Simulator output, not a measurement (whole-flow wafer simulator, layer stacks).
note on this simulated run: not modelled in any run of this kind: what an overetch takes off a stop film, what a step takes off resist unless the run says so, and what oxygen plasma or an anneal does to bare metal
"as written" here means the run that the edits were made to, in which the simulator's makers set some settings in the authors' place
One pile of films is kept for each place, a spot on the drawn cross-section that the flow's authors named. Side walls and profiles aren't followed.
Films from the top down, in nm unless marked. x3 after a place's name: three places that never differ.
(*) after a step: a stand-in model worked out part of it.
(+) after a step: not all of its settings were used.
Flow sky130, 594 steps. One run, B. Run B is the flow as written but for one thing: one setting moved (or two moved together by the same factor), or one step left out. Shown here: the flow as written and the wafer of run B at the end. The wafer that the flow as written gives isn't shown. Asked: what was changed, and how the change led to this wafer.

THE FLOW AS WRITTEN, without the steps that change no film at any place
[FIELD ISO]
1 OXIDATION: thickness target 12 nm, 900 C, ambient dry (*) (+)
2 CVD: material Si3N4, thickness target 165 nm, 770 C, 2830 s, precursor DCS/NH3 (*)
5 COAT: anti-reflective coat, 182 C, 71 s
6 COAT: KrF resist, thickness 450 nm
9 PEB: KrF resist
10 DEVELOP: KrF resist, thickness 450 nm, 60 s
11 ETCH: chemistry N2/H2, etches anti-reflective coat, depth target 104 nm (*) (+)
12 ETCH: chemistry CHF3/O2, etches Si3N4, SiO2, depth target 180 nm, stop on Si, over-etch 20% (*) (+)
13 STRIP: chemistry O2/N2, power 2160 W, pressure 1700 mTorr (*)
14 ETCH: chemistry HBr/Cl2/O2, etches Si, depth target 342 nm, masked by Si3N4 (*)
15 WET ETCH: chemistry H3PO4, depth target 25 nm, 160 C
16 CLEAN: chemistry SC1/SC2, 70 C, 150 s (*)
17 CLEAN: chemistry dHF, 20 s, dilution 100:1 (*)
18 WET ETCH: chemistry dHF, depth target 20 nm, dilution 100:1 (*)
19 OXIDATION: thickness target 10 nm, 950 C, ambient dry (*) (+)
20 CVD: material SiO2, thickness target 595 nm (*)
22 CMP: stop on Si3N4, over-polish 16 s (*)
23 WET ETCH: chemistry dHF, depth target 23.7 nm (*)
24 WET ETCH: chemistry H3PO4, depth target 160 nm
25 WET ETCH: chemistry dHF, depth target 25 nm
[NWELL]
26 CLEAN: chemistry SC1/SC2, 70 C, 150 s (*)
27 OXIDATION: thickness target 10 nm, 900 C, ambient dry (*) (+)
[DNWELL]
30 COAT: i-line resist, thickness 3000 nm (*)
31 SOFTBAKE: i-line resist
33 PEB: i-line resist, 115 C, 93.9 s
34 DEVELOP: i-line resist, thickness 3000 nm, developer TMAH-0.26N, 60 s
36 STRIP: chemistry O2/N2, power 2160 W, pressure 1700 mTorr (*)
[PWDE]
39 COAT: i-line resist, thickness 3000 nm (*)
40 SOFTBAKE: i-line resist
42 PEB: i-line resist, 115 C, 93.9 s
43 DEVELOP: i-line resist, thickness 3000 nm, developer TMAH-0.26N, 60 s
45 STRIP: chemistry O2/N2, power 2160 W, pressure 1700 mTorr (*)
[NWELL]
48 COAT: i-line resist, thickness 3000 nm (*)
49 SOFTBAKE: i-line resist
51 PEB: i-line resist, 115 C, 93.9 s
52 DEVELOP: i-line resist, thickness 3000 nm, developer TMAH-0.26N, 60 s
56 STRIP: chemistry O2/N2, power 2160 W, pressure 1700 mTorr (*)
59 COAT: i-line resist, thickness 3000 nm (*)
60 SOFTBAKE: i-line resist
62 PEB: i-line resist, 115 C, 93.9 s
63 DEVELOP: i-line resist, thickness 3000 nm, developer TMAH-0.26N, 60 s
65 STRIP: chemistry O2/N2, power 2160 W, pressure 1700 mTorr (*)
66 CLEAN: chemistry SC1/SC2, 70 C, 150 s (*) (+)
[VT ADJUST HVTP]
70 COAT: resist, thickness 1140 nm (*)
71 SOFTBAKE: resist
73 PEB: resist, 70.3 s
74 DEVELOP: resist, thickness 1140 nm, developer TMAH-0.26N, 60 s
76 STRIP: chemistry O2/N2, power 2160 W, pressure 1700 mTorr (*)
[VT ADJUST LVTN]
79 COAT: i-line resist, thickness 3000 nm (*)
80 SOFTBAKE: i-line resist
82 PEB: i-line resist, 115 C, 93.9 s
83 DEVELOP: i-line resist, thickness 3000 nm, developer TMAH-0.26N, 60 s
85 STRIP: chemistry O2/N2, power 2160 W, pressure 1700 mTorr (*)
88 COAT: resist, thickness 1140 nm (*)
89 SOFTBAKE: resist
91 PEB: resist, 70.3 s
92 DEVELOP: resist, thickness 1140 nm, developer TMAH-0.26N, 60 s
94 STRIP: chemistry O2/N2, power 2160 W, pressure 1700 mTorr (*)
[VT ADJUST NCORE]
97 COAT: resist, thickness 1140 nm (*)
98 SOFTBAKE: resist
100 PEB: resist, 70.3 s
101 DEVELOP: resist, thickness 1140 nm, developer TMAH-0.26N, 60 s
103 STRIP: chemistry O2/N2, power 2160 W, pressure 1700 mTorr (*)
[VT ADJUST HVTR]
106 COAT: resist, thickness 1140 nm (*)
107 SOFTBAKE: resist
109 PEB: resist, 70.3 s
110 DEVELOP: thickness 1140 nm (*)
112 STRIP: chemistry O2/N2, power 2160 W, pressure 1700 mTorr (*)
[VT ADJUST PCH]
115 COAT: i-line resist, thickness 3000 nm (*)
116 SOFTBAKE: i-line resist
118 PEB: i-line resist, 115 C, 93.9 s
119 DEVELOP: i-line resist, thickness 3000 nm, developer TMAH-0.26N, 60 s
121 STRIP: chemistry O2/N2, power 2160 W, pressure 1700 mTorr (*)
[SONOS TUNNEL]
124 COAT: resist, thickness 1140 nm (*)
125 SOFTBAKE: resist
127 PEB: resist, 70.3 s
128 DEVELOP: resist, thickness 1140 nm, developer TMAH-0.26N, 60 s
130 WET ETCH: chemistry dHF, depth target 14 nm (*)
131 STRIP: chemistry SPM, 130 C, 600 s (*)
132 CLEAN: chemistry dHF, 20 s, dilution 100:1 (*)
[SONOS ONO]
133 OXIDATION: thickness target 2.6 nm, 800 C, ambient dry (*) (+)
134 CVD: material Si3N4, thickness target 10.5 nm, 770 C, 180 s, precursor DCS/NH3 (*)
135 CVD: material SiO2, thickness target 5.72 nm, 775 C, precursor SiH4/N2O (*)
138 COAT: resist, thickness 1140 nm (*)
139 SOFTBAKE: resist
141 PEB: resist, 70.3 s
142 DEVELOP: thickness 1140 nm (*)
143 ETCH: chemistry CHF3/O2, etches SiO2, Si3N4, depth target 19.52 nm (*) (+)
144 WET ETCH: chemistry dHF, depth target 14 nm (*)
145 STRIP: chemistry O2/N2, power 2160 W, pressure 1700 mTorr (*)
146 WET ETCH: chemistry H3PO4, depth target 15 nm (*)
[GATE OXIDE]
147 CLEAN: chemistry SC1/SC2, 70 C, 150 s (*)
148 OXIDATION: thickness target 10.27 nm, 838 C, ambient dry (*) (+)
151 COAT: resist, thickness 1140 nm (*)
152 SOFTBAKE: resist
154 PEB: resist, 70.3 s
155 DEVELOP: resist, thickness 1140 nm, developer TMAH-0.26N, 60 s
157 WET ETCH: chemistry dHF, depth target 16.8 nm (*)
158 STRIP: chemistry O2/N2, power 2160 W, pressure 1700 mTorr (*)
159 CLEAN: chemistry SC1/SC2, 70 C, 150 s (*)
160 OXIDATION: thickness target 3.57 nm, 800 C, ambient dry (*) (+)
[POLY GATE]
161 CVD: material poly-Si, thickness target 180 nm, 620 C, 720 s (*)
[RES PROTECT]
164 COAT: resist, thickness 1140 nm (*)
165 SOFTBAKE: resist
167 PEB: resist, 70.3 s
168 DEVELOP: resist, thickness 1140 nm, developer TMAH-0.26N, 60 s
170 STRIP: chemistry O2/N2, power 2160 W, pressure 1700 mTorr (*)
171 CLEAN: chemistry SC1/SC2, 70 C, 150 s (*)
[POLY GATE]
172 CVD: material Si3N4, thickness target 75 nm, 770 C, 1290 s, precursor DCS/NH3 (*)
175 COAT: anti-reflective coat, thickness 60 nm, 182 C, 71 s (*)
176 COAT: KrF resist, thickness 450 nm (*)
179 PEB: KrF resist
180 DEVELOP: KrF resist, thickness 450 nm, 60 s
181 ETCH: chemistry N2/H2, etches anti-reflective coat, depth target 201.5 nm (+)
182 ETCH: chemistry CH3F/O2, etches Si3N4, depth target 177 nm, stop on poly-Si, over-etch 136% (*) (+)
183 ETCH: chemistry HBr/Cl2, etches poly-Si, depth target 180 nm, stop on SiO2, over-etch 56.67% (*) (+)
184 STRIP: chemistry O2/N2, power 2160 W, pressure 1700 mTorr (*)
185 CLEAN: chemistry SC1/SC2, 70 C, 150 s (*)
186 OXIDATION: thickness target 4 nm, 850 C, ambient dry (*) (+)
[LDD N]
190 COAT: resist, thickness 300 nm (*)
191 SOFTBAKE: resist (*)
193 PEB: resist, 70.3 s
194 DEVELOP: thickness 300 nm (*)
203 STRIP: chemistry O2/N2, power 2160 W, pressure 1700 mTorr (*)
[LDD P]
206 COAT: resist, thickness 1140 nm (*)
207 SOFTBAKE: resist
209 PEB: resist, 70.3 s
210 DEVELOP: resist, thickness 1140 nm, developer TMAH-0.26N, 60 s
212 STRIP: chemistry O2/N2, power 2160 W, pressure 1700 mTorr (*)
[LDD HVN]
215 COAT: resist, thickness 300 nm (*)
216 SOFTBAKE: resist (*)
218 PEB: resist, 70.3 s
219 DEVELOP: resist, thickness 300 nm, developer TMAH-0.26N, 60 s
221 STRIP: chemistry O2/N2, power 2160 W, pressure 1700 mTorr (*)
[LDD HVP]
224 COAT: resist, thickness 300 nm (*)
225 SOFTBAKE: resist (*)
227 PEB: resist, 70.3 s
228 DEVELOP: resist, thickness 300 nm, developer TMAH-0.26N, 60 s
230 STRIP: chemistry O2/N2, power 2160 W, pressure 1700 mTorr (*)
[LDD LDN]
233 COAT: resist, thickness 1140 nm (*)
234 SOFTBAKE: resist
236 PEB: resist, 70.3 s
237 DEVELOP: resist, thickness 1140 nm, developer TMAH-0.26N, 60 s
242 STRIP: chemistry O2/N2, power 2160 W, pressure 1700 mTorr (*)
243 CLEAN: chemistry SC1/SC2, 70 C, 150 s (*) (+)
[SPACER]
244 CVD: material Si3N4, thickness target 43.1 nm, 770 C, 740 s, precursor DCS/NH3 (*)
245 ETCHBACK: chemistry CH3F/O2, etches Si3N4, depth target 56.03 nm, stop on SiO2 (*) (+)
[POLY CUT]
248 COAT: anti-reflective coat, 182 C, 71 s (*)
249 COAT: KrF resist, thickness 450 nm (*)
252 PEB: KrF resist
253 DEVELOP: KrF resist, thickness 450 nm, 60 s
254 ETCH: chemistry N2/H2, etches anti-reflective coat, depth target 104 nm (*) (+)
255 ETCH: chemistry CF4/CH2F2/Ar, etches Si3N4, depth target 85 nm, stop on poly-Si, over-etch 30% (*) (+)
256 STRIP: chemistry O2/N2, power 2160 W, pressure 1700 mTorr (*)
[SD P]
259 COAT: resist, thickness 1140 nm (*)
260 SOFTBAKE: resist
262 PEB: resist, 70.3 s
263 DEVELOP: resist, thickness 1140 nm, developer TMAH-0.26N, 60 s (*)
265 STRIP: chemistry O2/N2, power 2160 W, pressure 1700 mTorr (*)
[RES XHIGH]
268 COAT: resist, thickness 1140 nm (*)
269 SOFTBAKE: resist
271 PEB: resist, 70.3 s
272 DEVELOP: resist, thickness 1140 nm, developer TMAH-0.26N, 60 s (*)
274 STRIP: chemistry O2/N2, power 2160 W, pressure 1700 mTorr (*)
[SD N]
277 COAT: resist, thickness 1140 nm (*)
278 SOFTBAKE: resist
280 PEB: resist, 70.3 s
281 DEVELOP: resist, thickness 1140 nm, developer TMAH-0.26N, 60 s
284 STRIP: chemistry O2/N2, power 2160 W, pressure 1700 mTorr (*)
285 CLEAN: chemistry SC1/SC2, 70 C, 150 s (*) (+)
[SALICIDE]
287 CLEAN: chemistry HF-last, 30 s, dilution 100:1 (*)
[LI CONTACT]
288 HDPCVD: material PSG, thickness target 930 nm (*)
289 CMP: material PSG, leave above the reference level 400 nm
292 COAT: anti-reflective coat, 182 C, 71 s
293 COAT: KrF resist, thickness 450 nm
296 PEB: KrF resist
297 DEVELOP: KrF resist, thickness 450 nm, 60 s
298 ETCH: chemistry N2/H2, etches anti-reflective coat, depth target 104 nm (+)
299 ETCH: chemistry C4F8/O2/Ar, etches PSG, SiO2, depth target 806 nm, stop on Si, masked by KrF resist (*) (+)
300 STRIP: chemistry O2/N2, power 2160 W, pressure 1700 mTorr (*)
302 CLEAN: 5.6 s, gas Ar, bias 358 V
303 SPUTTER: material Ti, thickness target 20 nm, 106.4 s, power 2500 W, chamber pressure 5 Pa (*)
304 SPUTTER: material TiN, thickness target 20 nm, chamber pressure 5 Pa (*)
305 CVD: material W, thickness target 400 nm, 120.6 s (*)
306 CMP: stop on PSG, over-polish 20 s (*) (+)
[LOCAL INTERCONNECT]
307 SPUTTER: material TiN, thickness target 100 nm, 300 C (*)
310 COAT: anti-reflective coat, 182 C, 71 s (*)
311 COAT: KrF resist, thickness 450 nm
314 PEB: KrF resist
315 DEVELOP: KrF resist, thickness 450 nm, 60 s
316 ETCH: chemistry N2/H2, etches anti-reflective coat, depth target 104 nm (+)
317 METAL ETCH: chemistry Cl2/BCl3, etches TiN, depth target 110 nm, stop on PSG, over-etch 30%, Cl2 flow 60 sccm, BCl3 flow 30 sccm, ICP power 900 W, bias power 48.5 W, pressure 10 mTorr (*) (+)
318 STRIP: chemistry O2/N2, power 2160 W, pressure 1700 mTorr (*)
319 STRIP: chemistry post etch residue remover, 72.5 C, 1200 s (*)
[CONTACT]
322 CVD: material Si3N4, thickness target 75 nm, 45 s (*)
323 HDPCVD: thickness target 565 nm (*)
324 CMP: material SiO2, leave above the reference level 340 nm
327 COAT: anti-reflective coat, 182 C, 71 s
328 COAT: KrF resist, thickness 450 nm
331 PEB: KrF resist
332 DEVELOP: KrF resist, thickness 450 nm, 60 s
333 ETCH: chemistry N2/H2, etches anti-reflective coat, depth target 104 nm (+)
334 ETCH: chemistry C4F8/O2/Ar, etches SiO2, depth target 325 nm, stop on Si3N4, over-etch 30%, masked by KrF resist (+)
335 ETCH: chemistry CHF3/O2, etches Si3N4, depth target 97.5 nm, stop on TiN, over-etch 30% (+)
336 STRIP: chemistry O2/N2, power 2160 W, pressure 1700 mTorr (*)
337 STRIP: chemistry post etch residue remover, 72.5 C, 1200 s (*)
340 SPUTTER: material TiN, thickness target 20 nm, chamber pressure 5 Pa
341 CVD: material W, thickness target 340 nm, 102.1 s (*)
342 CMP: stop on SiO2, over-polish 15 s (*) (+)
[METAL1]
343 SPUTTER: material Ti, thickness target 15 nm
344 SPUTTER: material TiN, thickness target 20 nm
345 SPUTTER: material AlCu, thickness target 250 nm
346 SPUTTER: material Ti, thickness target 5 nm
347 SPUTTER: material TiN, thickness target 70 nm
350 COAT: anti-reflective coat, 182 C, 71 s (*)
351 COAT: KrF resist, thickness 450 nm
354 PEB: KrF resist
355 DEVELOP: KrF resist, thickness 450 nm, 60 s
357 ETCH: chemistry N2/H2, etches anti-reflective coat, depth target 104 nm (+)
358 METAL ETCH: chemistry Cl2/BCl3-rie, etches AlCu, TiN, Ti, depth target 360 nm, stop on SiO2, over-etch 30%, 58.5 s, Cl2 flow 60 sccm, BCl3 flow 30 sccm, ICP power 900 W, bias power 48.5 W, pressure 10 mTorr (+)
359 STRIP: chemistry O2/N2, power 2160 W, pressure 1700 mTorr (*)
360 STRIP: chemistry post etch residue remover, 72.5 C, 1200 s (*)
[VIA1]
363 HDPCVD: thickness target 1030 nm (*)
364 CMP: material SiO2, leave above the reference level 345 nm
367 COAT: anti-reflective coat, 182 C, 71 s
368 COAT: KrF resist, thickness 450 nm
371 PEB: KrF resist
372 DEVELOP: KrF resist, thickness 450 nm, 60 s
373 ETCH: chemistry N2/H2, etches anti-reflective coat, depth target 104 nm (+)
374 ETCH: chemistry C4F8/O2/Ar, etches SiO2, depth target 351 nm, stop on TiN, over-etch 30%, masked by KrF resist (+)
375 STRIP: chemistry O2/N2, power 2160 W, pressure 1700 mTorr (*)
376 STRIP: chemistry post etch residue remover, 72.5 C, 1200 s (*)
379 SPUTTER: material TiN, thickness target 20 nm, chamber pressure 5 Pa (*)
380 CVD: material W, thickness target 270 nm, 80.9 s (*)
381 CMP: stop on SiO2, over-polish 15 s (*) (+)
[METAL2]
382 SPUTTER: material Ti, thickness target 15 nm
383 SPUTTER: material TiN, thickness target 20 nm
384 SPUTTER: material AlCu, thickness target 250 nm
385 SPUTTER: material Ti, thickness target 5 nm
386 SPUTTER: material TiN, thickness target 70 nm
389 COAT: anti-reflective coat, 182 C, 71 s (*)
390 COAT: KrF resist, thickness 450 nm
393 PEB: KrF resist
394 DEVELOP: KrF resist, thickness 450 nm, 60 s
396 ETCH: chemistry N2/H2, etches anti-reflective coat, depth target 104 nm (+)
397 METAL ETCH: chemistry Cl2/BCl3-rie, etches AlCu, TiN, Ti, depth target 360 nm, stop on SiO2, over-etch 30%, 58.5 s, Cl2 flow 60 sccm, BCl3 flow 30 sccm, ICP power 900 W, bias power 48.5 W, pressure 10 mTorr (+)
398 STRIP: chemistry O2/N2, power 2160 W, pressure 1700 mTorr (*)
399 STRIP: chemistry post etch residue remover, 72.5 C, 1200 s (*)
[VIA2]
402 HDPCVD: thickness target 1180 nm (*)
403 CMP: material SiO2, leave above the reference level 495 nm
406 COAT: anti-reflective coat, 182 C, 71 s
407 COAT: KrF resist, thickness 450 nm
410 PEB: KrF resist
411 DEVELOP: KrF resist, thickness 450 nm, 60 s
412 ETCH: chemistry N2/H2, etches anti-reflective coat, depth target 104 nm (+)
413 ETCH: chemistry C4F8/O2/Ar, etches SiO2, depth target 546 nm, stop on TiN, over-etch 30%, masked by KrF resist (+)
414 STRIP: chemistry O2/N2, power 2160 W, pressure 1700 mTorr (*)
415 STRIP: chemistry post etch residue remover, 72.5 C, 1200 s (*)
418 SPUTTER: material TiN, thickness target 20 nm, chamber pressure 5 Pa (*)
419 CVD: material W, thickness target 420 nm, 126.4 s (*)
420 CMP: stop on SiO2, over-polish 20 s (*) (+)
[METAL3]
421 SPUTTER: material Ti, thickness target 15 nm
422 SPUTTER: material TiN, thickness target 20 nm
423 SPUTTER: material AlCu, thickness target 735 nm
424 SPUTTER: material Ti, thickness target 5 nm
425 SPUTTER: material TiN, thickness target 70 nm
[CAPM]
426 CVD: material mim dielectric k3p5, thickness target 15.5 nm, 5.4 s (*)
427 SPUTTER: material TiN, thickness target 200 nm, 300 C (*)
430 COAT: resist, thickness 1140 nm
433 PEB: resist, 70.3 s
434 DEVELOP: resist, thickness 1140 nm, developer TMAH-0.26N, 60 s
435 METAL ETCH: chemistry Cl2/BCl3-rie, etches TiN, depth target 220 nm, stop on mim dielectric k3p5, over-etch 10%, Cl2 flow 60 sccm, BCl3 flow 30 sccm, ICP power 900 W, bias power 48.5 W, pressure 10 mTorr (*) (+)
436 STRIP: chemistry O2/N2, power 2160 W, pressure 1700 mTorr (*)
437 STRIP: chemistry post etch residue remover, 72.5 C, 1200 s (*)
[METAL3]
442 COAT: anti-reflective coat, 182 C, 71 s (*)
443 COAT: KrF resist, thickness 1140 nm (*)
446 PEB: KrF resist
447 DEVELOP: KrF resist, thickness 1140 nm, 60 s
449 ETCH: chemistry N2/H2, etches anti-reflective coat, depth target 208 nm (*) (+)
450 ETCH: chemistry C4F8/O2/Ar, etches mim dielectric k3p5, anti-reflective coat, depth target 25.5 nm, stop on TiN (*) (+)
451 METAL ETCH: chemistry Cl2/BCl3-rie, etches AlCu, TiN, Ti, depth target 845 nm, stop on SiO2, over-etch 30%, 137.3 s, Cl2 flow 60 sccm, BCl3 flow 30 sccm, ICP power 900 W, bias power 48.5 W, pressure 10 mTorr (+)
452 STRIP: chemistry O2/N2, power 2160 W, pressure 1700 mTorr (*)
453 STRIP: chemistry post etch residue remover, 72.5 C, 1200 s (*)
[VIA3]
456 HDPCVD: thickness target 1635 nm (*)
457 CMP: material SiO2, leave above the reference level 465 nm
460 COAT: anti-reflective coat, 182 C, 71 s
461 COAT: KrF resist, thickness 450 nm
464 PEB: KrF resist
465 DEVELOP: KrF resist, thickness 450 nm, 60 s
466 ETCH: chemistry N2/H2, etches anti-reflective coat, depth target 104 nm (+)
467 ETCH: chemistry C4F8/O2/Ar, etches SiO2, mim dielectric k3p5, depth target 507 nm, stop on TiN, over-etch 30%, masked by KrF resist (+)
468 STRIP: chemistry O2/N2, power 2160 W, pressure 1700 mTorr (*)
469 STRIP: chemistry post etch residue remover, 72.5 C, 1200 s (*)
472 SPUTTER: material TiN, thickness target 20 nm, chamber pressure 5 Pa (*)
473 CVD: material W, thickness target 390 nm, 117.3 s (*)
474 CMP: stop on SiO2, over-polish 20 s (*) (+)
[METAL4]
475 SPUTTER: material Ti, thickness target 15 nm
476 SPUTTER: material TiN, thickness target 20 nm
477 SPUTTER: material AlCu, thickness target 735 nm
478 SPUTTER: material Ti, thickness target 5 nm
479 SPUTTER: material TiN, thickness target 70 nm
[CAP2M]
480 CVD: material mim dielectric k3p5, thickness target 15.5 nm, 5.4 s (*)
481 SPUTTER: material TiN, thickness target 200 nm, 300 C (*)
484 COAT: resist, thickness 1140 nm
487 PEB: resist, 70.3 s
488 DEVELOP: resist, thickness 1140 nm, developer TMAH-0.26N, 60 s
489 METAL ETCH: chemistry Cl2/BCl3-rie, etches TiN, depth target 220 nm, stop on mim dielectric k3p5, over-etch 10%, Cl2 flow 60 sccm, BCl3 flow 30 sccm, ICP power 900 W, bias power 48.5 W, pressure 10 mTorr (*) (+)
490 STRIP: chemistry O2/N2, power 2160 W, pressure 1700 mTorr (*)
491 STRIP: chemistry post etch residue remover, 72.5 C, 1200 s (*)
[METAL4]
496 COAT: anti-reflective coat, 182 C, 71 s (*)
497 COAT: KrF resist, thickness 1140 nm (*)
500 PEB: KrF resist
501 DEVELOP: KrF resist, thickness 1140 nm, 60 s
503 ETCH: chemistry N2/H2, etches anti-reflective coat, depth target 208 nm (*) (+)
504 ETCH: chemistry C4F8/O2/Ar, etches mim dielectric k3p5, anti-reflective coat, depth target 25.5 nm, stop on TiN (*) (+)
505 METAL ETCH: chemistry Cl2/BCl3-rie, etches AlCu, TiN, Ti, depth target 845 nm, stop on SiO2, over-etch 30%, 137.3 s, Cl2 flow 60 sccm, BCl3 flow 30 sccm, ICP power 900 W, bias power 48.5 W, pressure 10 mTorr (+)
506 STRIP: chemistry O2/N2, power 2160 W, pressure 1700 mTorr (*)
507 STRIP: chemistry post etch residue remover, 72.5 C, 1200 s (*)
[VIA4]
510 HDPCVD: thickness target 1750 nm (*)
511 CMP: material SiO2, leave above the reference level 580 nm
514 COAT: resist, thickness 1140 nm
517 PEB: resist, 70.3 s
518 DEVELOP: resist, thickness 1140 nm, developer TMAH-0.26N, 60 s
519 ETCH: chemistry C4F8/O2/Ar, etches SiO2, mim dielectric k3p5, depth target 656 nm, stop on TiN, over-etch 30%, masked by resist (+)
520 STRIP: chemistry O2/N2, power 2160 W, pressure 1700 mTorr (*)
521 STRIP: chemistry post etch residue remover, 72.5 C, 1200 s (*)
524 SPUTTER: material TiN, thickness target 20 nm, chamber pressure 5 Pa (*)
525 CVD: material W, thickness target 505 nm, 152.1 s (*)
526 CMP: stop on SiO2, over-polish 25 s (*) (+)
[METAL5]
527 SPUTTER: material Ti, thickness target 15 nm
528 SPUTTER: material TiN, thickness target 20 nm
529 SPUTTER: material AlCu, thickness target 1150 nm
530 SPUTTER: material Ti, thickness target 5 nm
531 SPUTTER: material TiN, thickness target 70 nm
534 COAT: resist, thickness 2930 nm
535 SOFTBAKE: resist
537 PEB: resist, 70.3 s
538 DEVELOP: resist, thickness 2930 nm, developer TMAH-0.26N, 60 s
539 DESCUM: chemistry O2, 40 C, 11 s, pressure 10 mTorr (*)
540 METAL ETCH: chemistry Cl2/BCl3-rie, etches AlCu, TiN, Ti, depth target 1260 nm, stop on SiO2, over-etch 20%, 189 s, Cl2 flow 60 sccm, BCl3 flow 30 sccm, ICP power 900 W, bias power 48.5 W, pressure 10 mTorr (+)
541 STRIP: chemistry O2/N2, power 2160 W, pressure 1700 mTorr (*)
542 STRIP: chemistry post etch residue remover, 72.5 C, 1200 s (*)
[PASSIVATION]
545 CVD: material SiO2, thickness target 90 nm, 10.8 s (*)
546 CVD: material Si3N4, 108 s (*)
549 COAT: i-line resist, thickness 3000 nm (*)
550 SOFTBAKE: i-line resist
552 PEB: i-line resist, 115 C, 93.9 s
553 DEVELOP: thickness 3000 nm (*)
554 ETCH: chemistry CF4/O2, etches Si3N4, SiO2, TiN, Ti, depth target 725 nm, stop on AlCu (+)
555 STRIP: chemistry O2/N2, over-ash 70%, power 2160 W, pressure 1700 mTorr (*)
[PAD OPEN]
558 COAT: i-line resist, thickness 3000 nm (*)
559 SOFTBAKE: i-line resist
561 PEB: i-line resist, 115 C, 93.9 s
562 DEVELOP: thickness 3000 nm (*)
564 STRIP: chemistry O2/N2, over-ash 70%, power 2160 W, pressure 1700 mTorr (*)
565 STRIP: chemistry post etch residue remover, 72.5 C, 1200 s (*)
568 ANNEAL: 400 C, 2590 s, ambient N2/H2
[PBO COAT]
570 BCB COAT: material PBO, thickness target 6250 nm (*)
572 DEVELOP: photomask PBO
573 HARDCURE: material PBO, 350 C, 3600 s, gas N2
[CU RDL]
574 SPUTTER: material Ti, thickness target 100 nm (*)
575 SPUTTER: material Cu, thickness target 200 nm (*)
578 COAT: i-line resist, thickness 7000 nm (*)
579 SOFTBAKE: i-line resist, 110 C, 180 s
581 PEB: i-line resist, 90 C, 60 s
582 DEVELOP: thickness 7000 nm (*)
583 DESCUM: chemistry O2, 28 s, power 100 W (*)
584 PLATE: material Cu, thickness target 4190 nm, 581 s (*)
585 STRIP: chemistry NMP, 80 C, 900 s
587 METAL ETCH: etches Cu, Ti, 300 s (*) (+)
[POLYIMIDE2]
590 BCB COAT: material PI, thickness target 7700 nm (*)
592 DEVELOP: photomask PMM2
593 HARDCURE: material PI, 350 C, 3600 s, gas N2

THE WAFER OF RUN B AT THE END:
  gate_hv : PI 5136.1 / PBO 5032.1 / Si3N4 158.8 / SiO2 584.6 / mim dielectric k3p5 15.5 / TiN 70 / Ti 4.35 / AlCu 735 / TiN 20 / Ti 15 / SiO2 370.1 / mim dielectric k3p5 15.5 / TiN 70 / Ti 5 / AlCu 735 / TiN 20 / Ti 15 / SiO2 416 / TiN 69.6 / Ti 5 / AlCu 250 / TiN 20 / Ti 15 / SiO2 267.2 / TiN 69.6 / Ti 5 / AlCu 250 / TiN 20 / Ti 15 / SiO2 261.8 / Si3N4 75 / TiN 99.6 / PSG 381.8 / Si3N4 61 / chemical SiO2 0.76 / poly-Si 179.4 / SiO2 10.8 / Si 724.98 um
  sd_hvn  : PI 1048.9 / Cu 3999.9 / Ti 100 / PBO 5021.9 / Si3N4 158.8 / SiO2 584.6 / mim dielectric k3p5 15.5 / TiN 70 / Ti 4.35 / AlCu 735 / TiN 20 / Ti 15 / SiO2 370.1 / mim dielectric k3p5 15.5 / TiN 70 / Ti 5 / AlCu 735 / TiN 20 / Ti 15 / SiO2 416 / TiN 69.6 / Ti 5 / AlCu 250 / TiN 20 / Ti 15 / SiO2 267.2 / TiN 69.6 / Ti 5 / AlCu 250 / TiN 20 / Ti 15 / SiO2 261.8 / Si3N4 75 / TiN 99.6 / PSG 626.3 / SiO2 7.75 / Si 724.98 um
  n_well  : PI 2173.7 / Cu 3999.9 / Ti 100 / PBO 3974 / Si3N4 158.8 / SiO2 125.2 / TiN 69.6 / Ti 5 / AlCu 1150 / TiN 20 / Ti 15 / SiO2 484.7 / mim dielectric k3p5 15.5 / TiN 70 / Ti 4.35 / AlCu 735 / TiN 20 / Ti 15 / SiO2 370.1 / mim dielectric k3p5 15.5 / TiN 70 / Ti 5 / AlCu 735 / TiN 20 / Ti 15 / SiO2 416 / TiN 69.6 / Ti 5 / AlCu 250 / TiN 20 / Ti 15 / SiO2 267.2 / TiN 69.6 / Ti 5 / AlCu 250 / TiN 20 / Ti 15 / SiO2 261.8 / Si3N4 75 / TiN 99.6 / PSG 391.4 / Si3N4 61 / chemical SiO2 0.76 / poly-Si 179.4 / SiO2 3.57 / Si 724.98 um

The cause: step 478, SPUTTER: thickness target 4.35 nm was run, where the flow has thickness target 5 nm.
It can be read off the wafer: gate_hv has Ti 4.35, and step 478 as written asks for 5 nm.

How the change led to this, step by step:
  478 SPUTTER: material Ti, thickness target 5 nm
      field, active, n_well and 189 more: Ti +4.35 (new film) (as written it would be: Ti +5 (new film))
  505 METAL ETCH: chemistry Cl2/BCl3-rie, etches AlCu, TiN, Ti, depth target 845 nm, stop on SiO2, over-etch 30%, 137.3 s, Cl2 flow 60 sccm, BCl3 flow 30 sccm, ICP power 900 W, bias power 48.5 W, pressure 10 mTorr (+)
      field, gate, spacer and 68 more: TiN -70 (all of it), Ti -4.35 (all of it), AlCu -735 (all of it), TiN -20 (all of it), Ti -15 (all of it), SiO2 -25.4 (as written it would be: TiN -70 (all of it), Ti -5 (all of it), AlCu -735 (all of it), TiN -20 (all of it), Ti -15 (all of it), SiO2 -25.4)
      active, vpp_iso1, mim_edge_plate and 14 more: TiN -70 (all of it), Ti -4.35 (all of it), AlCu -735 (all of it), TiN -20 (all of it), Ti -15 (all of it), SiO2 -25.4 (as written it would be: TiN -70 (all of it), Ti -5 (all of it), AlCu -735 (all of it), TiN -20 (all of it), Ti -15 (all of it), SiO2 -25.3)
